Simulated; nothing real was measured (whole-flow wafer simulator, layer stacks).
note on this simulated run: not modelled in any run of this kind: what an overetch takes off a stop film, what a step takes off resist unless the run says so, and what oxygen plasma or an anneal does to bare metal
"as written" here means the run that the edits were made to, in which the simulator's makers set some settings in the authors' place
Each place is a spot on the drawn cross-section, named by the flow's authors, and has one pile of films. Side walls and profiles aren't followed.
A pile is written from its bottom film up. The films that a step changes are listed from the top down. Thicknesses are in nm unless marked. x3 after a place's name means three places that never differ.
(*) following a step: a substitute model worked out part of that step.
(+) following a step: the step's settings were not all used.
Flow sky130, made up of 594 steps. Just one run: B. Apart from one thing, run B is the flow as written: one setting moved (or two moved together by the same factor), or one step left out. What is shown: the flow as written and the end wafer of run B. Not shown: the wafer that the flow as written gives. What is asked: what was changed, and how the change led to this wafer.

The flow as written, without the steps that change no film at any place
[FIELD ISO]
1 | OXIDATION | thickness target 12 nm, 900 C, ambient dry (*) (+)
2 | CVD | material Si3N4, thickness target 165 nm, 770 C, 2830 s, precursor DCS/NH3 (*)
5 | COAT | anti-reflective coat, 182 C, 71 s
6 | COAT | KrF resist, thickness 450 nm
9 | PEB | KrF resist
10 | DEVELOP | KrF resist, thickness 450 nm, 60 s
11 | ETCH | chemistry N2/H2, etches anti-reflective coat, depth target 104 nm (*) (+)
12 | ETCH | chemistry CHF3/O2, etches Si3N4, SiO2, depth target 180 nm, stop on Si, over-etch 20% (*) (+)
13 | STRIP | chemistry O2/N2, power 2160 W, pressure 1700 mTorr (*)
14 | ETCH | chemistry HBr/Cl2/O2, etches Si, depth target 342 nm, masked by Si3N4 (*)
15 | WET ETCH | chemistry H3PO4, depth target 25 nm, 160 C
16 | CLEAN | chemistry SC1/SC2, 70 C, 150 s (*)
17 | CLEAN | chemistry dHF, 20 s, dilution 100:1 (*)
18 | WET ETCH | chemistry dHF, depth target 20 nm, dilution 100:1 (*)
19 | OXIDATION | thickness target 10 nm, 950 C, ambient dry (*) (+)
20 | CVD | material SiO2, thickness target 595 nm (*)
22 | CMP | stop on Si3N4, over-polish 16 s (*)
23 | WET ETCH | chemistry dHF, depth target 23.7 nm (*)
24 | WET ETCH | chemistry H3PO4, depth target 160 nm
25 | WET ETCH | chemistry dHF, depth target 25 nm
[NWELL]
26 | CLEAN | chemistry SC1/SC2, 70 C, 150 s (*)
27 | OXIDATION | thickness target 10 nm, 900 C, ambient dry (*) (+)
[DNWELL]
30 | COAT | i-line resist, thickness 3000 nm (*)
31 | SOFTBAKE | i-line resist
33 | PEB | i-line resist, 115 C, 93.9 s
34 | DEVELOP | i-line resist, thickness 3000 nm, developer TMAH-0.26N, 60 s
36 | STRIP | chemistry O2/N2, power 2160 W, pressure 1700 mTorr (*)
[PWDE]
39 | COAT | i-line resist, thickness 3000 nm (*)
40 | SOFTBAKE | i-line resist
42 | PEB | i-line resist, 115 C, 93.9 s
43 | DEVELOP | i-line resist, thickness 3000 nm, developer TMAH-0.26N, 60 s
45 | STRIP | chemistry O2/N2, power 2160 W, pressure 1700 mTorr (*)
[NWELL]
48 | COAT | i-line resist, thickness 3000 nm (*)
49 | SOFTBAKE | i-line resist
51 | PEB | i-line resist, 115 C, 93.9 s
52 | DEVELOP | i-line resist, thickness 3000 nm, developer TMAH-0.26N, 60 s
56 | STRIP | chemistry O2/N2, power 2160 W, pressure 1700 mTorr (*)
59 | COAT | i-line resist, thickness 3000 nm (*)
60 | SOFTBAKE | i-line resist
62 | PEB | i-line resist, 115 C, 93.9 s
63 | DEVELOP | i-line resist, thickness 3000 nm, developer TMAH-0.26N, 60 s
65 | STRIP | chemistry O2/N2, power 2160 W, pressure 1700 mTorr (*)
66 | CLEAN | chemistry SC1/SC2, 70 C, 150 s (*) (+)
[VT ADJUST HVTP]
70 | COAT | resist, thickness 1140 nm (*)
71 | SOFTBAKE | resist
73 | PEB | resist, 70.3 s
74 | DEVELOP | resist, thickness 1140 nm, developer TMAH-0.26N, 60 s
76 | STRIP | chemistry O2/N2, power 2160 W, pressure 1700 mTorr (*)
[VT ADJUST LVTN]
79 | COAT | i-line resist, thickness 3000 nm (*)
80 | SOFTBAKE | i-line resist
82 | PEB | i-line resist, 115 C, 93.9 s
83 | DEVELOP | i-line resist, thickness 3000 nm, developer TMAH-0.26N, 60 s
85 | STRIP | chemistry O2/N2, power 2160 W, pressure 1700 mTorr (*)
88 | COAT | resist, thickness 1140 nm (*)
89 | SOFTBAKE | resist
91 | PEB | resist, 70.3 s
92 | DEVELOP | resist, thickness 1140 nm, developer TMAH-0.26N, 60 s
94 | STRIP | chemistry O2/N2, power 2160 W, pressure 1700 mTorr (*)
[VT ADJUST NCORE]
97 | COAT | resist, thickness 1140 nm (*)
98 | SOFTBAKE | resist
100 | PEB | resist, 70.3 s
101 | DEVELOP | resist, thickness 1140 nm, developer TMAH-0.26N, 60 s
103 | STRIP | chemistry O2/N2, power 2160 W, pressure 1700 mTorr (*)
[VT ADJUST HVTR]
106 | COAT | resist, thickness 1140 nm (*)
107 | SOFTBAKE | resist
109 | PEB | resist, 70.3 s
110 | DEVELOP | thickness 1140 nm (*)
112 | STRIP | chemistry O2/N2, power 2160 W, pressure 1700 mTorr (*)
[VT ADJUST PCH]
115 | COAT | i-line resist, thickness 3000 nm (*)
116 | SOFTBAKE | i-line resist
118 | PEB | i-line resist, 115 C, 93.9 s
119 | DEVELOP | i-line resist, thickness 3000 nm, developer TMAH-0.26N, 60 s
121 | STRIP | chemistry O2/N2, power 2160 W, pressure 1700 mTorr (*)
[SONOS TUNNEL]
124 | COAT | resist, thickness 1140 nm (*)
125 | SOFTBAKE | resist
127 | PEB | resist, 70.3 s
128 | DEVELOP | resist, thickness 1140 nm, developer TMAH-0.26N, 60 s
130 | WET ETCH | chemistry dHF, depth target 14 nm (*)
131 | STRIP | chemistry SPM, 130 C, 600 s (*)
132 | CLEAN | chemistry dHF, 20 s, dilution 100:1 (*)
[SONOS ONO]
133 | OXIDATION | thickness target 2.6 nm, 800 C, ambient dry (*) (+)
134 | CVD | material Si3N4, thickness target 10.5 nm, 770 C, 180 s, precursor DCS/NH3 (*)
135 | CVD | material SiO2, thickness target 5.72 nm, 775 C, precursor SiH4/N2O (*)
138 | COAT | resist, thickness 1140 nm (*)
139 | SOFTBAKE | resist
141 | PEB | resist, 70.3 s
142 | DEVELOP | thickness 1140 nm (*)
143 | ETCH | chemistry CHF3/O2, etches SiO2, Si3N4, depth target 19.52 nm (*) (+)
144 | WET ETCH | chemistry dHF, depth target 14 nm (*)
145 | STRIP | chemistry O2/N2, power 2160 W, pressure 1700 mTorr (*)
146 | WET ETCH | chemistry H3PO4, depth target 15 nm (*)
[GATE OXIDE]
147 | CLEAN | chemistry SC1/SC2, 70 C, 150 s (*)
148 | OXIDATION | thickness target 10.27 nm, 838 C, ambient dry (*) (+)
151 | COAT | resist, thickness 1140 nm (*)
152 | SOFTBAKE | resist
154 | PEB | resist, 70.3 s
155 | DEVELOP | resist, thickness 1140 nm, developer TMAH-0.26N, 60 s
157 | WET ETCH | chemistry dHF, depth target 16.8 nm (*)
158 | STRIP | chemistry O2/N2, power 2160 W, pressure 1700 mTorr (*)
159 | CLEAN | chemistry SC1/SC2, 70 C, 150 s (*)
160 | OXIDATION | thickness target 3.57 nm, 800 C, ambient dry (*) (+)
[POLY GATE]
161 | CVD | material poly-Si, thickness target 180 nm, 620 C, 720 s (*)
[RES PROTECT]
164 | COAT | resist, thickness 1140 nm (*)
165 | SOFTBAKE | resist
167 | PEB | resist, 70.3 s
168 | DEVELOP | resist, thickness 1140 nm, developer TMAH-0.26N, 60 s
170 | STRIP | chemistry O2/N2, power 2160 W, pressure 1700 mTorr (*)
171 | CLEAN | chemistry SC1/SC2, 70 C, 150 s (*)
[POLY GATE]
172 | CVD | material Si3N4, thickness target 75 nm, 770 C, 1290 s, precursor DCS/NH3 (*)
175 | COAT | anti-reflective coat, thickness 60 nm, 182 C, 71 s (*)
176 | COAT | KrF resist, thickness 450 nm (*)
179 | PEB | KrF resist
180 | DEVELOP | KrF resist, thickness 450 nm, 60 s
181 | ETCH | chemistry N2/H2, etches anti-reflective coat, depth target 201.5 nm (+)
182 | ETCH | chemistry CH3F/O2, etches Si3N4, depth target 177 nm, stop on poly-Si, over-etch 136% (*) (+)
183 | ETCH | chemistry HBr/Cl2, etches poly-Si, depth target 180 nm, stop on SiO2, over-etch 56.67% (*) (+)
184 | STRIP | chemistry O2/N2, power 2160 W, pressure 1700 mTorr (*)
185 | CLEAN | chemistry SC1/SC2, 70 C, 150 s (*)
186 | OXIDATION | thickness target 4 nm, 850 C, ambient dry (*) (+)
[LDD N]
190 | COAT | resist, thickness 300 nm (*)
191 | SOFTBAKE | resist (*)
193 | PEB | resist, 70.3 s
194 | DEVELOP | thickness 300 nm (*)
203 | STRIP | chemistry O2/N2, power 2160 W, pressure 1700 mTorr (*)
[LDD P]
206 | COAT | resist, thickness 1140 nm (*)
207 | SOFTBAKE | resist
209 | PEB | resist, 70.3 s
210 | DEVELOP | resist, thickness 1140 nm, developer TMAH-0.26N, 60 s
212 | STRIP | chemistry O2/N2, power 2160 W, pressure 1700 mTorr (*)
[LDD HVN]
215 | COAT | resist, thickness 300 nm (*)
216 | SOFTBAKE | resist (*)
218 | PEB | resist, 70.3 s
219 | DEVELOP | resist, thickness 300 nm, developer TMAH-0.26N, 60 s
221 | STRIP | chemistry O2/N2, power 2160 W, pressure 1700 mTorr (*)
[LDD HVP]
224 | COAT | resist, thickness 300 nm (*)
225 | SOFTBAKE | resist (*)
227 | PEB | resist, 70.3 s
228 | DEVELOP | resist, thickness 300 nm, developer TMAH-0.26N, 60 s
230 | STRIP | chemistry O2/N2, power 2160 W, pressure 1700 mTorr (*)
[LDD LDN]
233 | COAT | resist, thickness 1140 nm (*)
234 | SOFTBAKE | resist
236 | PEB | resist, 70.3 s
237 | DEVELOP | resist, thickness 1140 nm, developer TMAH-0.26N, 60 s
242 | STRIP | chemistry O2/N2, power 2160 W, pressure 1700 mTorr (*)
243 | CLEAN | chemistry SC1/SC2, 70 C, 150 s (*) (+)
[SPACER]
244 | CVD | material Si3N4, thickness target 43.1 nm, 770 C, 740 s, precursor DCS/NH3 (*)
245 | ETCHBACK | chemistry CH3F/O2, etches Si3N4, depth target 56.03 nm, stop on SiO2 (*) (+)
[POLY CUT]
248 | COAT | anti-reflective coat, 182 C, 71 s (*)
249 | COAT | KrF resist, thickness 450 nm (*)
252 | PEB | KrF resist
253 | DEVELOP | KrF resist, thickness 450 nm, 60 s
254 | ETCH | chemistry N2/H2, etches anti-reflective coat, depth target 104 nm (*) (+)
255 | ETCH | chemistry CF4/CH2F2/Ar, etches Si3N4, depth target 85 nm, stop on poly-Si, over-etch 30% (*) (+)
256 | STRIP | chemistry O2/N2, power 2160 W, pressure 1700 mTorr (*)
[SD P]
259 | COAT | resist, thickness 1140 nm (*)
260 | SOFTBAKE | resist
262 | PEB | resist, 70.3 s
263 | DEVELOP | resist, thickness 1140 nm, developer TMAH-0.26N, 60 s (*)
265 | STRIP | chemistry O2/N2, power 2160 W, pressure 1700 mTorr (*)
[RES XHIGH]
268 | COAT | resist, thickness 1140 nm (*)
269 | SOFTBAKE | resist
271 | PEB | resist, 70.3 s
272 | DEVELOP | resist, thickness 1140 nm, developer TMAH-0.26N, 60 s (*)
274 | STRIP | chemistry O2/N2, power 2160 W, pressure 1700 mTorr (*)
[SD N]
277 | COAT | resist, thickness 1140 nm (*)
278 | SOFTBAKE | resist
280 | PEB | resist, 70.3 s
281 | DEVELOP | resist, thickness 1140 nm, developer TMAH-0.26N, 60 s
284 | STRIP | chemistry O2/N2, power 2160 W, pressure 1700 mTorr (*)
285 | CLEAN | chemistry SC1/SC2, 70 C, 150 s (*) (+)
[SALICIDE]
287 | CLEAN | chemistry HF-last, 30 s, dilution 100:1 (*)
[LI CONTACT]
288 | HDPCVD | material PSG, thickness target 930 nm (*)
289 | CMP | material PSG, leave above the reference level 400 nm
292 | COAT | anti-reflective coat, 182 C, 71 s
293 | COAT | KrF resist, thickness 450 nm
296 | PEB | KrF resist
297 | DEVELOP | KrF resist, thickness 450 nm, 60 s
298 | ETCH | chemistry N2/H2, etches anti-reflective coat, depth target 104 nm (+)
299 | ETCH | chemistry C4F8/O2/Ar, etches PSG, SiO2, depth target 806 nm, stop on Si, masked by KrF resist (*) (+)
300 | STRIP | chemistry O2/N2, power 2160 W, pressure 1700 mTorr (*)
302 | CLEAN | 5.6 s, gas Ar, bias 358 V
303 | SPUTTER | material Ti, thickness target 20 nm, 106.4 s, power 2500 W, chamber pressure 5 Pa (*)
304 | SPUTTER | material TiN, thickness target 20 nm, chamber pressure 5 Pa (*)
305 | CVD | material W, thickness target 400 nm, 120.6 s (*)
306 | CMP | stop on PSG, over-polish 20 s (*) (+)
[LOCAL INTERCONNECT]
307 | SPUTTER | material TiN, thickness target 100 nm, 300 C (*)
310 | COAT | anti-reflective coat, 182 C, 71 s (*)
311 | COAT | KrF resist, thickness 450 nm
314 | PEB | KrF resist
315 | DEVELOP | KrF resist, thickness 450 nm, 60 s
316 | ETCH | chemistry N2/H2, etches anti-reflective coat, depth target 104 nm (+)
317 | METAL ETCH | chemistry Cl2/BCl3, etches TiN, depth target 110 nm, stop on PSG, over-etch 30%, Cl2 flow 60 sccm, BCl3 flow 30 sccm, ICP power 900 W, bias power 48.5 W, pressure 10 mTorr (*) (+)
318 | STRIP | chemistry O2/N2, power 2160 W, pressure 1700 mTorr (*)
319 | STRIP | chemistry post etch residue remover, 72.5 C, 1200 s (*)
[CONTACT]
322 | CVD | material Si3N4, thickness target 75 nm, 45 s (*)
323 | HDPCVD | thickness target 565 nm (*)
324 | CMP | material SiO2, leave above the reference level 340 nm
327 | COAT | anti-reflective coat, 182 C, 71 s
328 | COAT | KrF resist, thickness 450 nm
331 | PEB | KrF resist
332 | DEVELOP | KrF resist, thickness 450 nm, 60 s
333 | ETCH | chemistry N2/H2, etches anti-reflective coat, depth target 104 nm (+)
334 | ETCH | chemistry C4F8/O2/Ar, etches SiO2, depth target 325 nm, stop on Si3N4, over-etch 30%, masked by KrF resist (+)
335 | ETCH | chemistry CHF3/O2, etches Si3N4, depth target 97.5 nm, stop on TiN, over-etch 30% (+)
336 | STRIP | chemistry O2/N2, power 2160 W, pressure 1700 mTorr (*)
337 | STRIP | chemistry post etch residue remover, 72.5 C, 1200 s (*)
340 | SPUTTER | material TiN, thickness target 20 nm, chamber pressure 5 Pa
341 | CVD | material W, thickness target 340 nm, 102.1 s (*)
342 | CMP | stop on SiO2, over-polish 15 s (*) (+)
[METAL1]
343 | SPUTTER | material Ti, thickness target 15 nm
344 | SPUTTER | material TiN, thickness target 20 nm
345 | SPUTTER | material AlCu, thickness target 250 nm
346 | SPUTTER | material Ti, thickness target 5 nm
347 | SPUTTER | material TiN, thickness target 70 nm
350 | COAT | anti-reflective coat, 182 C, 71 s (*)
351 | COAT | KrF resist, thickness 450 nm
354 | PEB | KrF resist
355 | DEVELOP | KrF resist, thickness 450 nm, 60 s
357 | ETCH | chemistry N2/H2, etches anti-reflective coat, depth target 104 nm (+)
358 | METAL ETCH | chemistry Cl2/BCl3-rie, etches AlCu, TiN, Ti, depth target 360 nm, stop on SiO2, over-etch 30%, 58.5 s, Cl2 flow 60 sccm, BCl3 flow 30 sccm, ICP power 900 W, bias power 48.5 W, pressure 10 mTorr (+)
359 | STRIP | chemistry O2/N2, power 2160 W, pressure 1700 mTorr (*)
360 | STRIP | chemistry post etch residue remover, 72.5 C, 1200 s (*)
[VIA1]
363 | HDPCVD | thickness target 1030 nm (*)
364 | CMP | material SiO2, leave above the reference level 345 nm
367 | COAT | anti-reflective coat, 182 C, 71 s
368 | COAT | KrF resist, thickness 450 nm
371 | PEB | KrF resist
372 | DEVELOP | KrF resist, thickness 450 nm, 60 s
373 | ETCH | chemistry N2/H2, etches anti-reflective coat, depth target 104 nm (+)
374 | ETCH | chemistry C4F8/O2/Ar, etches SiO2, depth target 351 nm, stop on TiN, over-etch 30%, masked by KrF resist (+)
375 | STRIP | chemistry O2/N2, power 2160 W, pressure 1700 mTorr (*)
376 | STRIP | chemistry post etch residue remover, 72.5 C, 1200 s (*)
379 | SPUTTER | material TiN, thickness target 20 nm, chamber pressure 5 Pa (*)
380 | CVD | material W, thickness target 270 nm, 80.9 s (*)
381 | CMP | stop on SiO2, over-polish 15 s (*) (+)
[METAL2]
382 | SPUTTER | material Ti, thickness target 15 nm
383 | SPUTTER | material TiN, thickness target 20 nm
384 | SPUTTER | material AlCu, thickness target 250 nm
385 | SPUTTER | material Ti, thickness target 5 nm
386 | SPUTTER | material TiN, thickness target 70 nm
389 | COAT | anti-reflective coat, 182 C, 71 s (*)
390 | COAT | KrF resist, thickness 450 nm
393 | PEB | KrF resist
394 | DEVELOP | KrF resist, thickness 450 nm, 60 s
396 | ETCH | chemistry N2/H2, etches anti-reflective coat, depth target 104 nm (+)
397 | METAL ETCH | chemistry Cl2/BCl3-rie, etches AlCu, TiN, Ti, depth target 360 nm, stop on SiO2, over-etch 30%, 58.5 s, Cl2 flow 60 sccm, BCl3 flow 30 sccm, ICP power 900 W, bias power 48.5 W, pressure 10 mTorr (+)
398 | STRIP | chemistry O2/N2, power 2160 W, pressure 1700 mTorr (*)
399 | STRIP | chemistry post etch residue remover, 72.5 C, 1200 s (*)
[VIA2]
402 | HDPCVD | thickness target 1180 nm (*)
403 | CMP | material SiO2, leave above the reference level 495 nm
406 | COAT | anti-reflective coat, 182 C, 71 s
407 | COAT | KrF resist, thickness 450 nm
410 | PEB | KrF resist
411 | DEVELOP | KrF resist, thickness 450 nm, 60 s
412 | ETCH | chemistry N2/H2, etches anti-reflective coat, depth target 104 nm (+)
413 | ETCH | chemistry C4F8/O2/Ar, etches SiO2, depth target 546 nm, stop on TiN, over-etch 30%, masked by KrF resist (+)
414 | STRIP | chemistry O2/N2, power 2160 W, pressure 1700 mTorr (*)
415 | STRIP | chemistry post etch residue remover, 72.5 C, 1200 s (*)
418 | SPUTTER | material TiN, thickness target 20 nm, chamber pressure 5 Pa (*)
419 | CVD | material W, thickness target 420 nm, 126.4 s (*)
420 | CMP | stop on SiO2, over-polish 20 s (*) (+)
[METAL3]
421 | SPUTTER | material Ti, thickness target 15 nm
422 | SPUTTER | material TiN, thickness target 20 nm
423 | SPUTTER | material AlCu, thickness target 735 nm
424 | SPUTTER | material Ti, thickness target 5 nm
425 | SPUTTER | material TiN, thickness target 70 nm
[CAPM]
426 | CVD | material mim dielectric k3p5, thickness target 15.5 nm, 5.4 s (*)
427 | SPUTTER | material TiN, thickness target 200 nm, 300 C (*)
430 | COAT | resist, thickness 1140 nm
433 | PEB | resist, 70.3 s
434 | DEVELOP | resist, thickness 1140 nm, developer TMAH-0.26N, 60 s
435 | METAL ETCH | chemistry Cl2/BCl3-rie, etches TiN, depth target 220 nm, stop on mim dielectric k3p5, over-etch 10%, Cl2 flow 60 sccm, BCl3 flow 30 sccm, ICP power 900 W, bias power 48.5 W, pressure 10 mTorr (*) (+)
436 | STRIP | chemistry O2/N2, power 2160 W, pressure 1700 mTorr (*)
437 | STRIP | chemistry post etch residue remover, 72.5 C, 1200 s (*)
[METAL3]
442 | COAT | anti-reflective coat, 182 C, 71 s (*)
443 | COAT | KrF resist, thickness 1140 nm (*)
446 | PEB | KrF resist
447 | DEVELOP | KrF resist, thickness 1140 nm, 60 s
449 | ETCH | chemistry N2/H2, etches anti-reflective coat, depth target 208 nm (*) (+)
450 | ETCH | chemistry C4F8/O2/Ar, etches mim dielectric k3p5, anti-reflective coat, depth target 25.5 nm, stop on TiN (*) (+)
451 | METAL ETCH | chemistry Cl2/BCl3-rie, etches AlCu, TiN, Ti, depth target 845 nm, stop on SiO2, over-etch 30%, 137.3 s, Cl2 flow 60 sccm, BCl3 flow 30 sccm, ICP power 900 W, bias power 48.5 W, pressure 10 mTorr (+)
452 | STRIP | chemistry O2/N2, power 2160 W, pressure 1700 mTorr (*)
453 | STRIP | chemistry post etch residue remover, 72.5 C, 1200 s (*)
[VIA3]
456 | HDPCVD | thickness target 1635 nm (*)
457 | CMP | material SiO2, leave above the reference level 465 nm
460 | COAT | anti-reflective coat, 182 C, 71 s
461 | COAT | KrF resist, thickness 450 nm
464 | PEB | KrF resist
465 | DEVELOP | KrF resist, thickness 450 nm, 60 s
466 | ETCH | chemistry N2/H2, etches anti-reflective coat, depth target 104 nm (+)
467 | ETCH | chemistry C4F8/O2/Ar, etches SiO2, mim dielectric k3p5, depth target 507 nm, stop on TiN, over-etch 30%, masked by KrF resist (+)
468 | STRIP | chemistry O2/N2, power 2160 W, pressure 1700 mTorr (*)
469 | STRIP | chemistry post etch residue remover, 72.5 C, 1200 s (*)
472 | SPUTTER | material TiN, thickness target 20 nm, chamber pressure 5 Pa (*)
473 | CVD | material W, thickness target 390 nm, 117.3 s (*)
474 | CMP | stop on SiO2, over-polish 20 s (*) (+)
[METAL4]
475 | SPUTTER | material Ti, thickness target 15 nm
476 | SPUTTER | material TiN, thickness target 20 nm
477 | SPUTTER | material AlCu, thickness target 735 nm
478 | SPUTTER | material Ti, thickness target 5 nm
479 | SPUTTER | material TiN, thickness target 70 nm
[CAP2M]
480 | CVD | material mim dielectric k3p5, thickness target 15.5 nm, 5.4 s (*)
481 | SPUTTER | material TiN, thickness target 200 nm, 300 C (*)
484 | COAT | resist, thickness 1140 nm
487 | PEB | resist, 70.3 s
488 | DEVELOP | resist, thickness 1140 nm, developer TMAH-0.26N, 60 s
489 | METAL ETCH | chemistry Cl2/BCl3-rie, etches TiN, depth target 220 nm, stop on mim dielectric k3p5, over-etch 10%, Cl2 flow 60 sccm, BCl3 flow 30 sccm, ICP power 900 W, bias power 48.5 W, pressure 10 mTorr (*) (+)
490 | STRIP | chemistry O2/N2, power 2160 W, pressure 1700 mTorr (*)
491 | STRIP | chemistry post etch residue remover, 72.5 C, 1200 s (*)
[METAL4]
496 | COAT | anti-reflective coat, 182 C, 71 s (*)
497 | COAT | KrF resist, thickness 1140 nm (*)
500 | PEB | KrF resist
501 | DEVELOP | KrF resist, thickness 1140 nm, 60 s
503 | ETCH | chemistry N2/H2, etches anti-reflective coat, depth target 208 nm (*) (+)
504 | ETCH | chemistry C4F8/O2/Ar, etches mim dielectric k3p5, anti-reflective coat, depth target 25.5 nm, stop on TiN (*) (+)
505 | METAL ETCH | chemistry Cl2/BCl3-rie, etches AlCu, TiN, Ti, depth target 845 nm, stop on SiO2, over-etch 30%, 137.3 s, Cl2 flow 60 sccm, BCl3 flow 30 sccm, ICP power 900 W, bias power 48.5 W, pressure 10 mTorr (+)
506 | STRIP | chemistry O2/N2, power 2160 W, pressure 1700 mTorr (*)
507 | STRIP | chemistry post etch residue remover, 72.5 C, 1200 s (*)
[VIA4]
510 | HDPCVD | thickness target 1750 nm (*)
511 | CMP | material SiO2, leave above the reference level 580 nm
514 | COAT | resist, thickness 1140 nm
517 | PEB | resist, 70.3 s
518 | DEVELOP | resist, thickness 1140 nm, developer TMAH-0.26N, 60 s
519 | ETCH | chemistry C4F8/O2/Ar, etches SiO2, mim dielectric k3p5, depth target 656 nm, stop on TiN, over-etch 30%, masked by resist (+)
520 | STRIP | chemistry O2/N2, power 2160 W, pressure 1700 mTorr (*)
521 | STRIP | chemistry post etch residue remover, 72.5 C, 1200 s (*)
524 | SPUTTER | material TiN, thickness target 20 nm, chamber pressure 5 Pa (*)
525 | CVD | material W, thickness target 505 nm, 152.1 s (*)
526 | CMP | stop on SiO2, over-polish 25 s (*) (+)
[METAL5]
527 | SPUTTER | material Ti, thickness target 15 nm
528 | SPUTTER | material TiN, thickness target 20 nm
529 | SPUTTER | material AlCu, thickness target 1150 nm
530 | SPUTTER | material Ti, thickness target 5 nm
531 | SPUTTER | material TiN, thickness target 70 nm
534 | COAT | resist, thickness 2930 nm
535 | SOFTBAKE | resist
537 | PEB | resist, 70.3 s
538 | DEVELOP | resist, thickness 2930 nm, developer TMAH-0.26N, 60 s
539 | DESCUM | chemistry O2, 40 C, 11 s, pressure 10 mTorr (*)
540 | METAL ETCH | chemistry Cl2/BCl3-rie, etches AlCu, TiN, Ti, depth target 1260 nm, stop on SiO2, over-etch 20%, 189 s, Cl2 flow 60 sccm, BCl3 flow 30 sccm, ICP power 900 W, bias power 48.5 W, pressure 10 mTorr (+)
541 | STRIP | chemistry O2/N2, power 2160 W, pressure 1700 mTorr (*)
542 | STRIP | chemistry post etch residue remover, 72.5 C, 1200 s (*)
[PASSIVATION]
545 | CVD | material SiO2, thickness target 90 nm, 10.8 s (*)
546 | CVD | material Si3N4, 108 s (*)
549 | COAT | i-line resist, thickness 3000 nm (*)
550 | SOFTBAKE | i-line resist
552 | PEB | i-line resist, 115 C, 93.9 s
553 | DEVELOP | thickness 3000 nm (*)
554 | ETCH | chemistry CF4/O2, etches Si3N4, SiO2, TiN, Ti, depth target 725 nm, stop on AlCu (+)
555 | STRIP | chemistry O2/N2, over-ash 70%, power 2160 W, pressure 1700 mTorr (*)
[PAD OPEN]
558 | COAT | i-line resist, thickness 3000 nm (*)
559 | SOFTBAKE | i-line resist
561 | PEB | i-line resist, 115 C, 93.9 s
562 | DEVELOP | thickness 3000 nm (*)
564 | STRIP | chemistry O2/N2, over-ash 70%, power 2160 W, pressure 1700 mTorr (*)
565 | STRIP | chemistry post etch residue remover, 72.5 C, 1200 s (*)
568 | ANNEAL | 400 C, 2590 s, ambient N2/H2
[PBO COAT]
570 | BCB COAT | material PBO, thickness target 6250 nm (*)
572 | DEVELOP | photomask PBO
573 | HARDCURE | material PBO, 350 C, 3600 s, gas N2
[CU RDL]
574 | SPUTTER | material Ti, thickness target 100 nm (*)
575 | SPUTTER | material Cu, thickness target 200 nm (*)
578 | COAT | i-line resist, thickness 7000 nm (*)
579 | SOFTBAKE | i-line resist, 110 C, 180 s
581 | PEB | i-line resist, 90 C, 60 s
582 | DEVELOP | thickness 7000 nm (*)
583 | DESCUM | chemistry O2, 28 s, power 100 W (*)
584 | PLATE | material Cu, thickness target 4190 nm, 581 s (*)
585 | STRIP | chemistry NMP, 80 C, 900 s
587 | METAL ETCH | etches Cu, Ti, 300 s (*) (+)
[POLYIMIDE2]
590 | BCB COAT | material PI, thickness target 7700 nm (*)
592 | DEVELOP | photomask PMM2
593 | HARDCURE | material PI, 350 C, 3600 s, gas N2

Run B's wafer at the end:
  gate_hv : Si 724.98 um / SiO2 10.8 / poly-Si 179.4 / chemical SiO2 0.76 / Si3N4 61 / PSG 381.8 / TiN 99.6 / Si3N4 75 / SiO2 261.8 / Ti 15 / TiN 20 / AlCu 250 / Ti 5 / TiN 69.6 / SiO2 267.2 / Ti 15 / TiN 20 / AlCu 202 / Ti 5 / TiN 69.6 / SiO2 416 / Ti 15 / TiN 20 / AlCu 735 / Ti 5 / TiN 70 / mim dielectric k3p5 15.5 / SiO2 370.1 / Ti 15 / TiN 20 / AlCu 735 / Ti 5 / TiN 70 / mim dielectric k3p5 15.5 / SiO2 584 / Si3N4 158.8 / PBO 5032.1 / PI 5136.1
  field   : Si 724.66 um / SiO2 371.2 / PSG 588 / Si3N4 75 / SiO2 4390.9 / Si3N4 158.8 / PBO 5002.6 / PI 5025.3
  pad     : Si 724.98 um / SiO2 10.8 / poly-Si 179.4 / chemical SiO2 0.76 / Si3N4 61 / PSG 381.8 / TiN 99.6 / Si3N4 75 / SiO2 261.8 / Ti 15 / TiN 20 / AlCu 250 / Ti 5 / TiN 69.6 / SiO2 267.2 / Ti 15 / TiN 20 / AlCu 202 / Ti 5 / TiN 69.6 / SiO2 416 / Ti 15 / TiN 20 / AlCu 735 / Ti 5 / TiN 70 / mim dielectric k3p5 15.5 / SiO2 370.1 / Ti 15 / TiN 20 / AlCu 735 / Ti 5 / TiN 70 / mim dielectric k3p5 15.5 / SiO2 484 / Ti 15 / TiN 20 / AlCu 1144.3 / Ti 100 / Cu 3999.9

What caused this: step 384, SPUTTER: thickness target 202 nm was run, while the flow as written has thickness target 250 nm.
The wafer lets one read it off: gate_hv has AlCu 202, and step 384 as written asks for 250 nm.

How this came from the change, step by step:
  384 | SPUTTER | material AlCu, thickness target 250 nm
      field, active, n_well and 188 more: +202 AlCu (new film) (it would be, as written: +250 AlCu (new film))
  397 | METAL ETCH | chemistry Cl2/BCl3-rie, etches AlCu, TiN, Ti, depth target 360 nm, stop on SiO2, over-etch 30%, 58.5 s, Cl2 flow 60 sccm, BCl3 flow 30 sccm, ICP power 900 W, bias power 48.5 W, pressure 10 mTorr (+)
      field, active, gate and 82 more: -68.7 TiN (all of it), -5 Ti (all of it), -202 AlCu (all of it), -20 TiN (all of it), -15 Ti (all of it), -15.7 SiO2 (it would be, as written: -68.7 TiN (all of it), -5 Ti (all of it), -250 AlCu (all of it), -20 TiN (all of it), -15 Ti (all of it), -10.9 SiO2)
  403 | CMP | material SiO2, leave above the reference level 495 nm
      field, active, gate and 82 more: -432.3 SiO2 (it would be, as written: -389.1 SiO2)
